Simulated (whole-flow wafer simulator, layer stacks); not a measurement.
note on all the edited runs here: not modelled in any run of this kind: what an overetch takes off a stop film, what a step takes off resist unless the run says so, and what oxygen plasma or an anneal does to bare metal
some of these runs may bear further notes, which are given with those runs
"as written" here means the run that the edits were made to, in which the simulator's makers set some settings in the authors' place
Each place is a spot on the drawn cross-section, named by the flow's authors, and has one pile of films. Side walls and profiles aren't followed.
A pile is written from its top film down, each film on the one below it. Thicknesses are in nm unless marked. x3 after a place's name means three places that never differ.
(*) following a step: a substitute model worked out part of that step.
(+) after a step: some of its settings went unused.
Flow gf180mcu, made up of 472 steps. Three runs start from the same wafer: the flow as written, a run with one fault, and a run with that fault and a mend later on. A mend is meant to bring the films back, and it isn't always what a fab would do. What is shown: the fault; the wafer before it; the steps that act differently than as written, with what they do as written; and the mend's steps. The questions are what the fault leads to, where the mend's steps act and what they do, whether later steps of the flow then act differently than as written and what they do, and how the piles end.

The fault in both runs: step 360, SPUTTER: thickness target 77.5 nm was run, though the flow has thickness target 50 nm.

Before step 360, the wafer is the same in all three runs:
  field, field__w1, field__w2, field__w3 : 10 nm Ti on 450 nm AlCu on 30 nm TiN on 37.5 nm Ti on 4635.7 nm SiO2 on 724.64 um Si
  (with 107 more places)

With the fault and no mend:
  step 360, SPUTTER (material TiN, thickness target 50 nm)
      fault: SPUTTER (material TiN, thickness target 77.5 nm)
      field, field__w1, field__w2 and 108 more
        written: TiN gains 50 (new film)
        fault: TiN gains 77.5 (new film)
  Later steps of the flow acting differently than as written (3 other steps are not shown; they differ only slightly, by no more than 2% or 0.5 nm, whichever is larger):
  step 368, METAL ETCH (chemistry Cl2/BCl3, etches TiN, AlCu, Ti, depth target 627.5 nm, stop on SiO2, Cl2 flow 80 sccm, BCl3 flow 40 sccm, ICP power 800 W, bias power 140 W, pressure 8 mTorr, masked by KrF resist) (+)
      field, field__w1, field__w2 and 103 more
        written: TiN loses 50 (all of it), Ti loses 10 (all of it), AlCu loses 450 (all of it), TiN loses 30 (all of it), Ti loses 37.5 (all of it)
        fault: TiN loses 77.5 (all of it), Ti loses 10 (all of it), AlCu loses 450 (all of it), TiN loses 30 (all of it), Ti loses 37.5 (all of it)
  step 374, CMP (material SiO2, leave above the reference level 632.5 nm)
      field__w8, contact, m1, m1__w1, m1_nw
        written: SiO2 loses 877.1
        fault: SiO2 loses 904.6
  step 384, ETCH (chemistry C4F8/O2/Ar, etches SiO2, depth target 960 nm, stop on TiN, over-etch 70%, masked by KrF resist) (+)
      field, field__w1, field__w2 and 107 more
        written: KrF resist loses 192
        fault: KrF resist loses 185.3
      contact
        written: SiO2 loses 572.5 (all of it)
        fault: SiO2 loses 545 (all of it)
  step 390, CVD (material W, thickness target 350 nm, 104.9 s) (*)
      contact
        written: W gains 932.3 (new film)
        fault: W gains 904.5 (new film)
  The piles end different from the flow's at field__w8, contact, m1, m1__w1, m1_nw by more than 2% or 0.5 nm, whichever is larger.
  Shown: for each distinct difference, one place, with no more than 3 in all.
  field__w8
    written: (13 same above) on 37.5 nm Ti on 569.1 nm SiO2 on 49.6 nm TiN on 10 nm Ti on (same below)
    fault: (13 same above) on 37.5 nm Ti on 541.6 nm SiO2 on 77.1 nm TiN on 10 nm Ti on (same below)
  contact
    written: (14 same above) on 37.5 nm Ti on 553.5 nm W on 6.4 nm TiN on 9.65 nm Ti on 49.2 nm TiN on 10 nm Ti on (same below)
    fault: (14 same above) on 37.5 nm Ti on 525.7 nm W on 6.51 nm TiN on 9.81 nm Ti on 76.7 nm TiN on 10 nm Ti on (same below)

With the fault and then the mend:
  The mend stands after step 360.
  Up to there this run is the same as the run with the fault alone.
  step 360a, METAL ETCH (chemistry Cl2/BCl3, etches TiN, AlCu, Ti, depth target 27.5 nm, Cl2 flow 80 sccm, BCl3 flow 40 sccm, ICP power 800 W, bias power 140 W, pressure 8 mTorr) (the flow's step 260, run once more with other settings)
      field, field__w1, field__w2 and 108 more
        TiN loses 27.5
  None of the later steps of the flow acts differently than as written at any place that is followed.
  By the end, the piles equal the flow's at every place that both follow.
